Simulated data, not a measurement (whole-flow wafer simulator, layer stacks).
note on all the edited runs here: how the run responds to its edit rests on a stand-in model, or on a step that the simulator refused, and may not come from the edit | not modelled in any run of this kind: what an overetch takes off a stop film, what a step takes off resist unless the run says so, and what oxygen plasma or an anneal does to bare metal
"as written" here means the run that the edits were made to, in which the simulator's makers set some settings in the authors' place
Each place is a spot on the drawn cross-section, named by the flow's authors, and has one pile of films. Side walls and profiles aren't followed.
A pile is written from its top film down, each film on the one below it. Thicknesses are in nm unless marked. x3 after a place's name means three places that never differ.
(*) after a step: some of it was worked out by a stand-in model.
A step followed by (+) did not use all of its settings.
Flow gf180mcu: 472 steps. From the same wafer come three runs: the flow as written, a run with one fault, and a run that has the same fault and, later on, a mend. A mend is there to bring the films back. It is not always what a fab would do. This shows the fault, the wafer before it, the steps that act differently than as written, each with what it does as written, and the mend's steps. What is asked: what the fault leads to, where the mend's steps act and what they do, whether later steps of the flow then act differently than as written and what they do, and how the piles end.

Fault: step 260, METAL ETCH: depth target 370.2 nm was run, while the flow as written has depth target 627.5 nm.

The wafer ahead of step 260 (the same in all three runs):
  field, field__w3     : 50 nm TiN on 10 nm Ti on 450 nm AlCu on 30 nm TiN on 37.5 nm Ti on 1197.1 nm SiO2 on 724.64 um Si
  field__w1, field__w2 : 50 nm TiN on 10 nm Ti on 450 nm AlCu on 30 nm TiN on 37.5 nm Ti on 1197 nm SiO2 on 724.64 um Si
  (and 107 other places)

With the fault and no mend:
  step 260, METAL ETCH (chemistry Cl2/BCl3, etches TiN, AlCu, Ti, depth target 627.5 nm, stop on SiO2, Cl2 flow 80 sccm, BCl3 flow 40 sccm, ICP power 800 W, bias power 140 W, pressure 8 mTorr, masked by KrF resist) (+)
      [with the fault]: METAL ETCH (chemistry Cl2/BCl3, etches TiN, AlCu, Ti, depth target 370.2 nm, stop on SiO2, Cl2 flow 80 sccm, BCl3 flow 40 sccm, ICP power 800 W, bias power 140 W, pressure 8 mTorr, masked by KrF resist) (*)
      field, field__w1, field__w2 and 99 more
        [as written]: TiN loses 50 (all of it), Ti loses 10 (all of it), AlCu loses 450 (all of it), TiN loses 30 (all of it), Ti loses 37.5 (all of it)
        [with the fault]: TiN loses 50 (all of it), Ti loses 10 (all of it), AlCu loses 310.2
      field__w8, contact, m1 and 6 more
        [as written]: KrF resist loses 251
        [with the fault]: KrF resist loses 148.1
  Later steps of the flow acting differently than as written:
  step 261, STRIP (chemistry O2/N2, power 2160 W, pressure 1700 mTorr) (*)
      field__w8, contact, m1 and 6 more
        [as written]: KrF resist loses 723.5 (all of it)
        [with the fault]: KrF resist loses 826.4 (all of it)
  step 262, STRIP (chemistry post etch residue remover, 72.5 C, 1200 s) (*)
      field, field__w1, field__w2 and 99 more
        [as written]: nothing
        [with the fault]: AlCu loses 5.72
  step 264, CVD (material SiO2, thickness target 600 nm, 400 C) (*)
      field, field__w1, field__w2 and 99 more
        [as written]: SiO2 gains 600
        [with the fault]: SiO2 gains 600 (new film)
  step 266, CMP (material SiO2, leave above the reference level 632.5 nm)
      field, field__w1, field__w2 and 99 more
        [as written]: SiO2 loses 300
        [with the fault]: SiO2 loses 501.6
  By the end, the piles at field, field__w1, field__w2 and 100 more depart from the flow's by more than 2% or 0.5 nm, whichever is larger.
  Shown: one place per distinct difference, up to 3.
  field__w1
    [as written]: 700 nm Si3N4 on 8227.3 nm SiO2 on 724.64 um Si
    [with the fault]: 700 nm Si3N4 on 6828.7 nm SiO2 on 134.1 nm AlCu on 30 nm TiN on 37.5 nm Ti on 1197 nm SiO2 on 724.64 um Si
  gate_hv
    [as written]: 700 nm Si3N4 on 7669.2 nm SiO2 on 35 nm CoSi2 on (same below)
    [with the fault]: 700 nm Si3N4 on 6828.7 nm SiO2 on 134.1 nm AlCu on 30 nm TiN on 37.5 nm Ti on 638.9 nm SiO2 on 35 nm CoSi2 on (same below)
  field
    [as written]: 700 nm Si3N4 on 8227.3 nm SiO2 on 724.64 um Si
    [with the fault]: 700 nm Si3N4 on 6828.7 nm SiO2 on 134.1 nm AlCu on 30 nm TiN on 37.5 nm Ti on 1197.1 nm SiO2 on 724.64 um Si

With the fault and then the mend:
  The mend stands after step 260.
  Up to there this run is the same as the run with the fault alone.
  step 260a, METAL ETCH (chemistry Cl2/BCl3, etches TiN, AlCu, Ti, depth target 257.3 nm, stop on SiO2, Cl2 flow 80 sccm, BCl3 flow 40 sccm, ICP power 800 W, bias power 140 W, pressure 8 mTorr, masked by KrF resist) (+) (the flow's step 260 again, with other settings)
      field, field__w1, field__w2 and 99 more
        AlCu loses 139.8 (all of it), TiN loses 30 (all of it), Ti loses 37.5 (all of it)
      field__w8, contact, m1 and 6 more
        KrF resist loses 102.9
  Every later step of the flow that is run acts as written at every place that is followed.
  At every place that both follow, the piles at the end match the flow's.
